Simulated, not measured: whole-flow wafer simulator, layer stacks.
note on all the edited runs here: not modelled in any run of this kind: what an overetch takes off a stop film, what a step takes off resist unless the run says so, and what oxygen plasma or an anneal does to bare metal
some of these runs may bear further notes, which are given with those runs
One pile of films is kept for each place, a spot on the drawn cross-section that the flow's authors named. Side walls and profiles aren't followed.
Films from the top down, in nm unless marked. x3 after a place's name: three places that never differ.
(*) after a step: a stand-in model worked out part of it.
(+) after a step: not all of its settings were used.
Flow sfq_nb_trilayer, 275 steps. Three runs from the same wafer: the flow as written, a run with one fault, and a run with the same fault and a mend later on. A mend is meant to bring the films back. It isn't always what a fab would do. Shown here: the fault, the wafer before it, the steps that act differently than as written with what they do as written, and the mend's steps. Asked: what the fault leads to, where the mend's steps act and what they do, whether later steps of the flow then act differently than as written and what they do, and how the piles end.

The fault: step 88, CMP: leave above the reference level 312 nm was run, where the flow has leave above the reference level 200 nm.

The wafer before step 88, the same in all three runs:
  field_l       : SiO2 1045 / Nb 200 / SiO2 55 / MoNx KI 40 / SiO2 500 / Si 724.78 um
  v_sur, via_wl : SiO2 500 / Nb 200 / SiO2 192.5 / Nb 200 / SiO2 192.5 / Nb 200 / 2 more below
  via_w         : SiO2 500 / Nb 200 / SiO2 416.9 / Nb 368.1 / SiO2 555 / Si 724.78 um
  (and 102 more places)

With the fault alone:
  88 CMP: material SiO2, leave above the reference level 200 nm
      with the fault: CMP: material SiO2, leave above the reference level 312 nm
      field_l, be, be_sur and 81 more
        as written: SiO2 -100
        with the fault: nothing
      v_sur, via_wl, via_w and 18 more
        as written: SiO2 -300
        with the fault: SiO2 -188
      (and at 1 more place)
  Later steps of the flow that act differently than as written (6 more steps differ only slightly, by at most 2% or 0.5 nm, whichever is larger, and aren't shown):
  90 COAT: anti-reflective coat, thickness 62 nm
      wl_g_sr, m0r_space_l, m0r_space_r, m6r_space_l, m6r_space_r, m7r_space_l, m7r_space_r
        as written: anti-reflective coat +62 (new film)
        with the fault: anti-reflective coat +63.7 (new film)
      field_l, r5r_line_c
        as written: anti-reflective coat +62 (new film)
        with the fault: anti-reflective coat +63.9 (new film)
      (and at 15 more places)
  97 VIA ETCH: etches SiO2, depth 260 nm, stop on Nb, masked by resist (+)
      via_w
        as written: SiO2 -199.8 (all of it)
        with the fault: SiO2 -260
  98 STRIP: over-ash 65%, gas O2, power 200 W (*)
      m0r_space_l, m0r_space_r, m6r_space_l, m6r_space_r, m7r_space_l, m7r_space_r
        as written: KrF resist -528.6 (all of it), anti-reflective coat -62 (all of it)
        with the fault: KrF resist -530.6 (all of it), anti-reflective coat -63.7 (all of it)
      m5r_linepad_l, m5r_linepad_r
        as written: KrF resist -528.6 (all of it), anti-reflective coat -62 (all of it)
        with the fault: KrF resist -526.9 (all of it), anti-reflective coat -67.5 (all of it)
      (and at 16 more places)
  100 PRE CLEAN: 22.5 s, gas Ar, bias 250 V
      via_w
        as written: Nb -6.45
        with the fault: SiO2 -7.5
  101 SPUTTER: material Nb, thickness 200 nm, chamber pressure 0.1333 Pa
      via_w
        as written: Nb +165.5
        with the fault: Nb +152.6 (new film)
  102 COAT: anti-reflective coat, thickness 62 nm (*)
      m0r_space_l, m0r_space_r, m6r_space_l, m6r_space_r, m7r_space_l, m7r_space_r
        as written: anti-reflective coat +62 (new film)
        with the fault: anti-reflective coat +63.5 (new film)
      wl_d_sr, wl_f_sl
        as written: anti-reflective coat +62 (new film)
        with the fault: anti-reflective coat +64 (new film)
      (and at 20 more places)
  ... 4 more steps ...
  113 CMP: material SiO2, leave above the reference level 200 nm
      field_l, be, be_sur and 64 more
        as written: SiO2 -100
        with the fault: SiO2 -88
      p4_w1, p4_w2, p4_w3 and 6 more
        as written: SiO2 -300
        with the fault: SiO2 -288
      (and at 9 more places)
  At the end the piles differ from the flow's by more than 2% or 0.5 nm, whichever is larger, at field_l, v_sur, via_wl and 103 more.
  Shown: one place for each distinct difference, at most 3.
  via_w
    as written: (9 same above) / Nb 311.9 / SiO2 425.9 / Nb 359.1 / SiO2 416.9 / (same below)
    with the fault: (9 same above) / Nb 311.9 / SiO2 500.1 / Nb 152.6 / SiO2 44.3 / Nb 200 / SiO2 416.9 / (same below)
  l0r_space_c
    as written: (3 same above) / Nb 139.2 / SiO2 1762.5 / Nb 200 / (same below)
    with the fault: (3 same above) / Nb 139.2 / SiO2 1874.5 / Nb 200 / (same below)
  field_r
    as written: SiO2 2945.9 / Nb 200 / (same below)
    with the fault: SiO2 3057.9 / Nb 200 / (same below)

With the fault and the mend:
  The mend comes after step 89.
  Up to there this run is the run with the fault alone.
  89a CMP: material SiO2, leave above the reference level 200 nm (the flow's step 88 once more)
      field_l, be, be_sur and 81 more
        SiO2 -100
      v_sur, via_wl, via_w and 19 more
        SiO2 -112
  No later step of the flow acts differently than as written at any place that is followed.
  At the end the piles are the same as the flow's at every place that both follow.
